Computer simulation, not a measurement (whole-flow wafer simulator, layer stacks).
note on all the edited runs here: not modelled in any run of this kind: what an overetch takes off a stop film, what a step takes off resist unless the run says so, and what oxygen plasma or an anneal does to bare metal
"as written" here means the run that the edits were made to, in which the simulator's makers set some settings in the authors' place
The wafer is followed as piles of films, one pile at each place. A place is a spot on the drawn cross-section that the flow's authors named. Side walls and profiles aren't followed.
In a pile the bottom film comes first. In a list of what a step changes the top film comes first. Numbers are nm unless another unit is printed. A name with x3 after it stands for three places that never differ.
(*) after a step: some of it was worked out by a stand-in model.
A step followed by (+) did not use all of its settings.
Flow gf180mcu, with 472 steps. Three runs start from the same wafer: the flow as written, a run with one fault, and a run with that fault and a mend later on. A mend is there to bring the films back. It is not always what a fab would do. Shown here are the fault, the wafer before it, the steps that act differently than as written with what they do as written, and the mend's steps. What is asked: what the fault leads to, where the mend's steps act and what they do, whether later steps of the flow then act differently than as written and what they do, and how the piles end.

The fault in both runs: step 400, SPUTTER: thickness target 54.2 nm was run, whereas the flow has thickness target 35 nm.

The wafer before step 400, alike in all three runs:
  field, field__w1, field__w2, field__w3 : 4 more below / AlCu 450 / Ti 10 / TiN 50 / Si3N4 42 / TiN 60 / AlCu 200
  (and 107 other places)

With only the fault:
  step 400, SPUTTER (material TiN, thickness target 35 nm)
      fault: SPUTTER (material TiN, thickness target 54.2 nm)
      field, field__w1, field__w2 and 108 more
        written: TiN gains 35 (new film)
        fault: TiN gains 54.2 (new film)
  Later steps of the flow acting differently than as written (6 more steps, not shown, differ only slightly: by at most 2% or 0.5 nm, whichever is larger):
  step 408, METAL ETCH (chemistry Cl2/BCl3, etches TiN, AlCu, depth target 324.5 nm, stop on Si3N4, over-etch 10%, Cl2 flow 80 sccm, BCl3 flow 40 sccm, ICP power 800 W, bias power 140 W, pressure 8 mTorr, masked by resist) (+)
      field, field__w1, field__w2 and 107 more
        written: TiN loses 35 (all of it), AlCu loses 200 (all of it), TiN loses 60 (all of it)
        fault: TiN loses 54.2 (all of it), AlCu loses 200 (all of it), TiN loses 60 (all of it)
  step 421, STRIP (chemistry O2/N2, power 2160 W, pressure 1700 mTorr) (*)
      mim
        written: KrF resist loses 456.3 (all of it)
        fault: KrF resist loses 442 (all of it)
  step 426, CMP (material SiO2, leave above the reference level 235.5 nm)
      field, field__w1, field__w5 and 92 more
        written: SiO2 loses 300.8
        fault: SiO2 loses 281.6
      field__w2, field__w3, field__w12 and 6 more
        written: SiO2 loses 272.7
        fault: SiO2 loses 253.5
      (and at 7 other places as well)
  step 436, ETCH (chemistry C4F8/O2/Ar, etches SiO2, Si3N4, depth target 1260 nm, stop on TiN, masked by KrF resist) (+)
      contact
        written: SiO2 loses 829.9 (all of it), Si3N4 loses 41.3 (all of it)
        fault: SiO2 loses 849.1 (all of it), Si3N4 loses 41.3 (all of it)
  By the end, the piles at field__w8, contact, m1, m1__w1, mim, m1_nw depart from the flow's by more than 2% or 0.5 nm, whichever is larger.
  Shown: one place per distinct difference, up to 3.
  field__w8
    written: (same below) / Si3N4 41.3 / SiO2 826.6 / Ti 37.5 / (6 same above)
    fault: (same below) / Si3N4 41.3 / SiO2 845.8 / Ti 37.5 / (6 same above)
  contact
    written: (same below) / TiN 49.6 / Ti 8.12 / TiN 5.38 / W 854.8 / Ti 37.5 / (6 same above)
    fault: (same below) / TiN 49.6 / Ti 8.03 / TiN 5.32 / W 874.1 / Ti 37.5 / (6 same above)
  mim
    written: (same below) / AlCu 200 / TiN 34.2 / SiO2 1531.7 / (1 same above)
    fault: (same below) / AlCu 200 / TiN 53.4 / SiO2 1531.7 / (1 same above)

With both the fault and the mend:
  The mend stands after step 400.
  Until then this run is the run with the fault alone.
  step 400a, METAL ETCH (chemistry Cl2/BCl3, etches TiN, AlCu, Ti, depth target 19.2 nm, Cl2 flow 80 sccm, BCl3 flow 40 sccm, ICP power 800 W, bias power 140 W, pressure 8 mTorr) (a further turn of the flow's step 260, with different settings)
      field, field__w1, field__w2 and 108 more
        TiN loses 19.2
  None of the later steps of the flow acts differently than as written at any place that is followed.
  The piles end the same as the flow's at every place that both follow.
